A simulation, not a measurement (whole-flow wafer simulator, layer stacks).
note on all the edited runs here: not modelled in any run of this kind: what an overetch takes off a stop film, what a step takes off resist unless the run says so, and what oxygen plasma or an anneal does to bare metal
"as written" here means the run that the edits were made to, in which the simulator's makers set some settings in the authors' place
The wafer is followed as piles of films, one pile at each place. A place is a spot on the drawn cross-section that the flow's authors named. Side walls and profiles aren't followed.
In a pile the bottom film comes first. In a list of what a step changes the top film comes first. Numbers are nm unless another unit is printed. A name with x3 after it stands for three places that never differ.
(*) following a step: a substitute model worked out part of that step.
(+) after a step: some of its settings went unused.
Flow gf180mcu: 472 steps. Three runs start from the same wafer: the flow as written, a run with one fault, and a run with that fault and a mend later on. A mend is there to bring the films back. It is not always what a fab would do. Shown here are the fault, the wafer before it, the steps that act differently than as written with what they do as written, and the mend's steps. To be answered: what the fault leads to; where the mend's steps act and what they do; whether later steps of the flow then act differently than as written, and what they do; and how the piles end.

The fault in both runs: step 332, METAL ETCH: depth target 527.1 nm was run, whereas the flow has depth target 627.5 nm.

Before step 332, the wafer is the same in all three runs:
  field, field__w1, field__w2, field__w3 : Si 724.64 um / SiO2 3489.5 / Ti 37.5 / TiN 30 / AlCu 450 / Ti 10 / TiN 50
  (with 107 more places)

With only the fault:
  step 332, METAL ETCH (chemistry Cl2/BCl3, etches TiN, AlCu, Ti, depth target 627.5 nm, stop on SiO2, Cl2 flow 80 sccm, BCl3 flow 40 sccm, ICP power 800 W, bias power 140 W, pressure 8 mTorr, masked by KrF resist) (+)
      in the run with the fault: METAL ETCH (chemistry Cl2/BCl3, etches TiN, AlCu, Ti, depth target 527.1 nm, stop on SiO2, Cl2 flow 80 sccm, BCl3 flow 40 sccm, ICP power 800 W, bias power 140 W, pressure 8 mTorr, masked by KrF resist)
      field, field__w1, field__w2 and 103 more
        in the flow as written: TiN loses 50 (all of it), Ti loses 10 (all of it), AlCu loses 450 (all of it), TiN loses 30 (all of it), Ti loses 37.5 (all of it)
        in the run with the fault: TiN loses 50 (all of it), Ti loses 10 (all of it), AlCu loses 450 (all of it), TiN loses 17.1
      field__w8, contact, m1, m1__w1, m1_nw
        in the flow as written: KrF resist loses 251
        in the run with the fault: KrF resist loses 210.8
  Steps further on in the flow that do not act as written (not shown: 1 more step that differs only slightly, by at most 2% or 0.5 nm, whichever is larger):
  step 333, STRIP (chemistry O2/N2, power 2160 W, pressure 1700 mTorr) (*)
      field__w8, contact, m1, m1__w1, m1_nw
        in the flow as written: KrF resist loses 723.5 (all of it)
        in the run with the fault: KrF resist loses 763.7 (all of it)
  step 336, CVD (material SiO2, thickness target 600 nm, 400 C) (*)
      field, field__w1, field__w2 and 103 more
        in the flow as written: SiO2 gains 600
        in the run with the fault: SiO2 gains 600 (new film)
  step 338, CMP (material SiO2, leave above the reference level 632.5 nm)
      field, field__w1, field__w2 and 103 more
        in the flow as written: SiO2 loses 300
        in the run with the fault: SiO2 loses 350
  At field, field__w1, field__w2 and 104 more, the piles at the end differ from the flow's by more than 2% or 0.5 nm, whichever is larger.
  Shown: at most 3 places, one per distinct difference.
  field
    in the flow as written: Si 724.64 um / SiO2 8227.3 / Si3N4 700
    in the run with the fault: Si 724.64 um / SiO2 3489.5 / Ti 37.5 / TiN 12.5 / SiO2 4687.8 / Si3N4 700
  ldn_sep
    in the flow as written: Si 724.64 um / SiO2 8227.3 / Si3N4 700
    in the run with the fault: Si 724.64 um / SiO2 3489.4 / Ti 37.5 / TiN 12.5 / SiO2 4687.8 / Si3N4 700
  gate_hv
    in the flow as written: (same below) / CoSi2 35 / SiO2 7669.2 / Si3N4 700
    in the run with the fault: (same below) / CoSi2 35 / SiO2 2931.3 / Ti 37.5 / TiN 12.5 / SiO2 4687.8 / Si3N4 700

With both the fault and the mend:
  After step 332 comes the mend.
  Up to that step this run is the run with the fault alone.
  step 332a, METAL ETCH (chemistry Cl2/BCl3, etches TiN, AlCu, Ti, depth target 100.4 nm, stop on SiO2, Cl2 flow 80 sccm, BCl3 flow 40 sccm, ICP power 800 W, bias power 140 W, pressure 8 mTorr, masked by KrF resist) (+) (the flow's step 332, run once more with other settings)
      field, field__w1, field__w2 and 103 more
        TiN loses 12.9 (all of it), Ti loses 37.5 (all of it)
      field__w8, contact, m1, m1__w1, m1_nw
        KrF resist loses 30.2
  Every later step of the flow that is run acts as written, at every place that is followed, to within 2% or 0.5 nm, whichever is larger.
  The piles end the same as the flow's at every place that both follow.
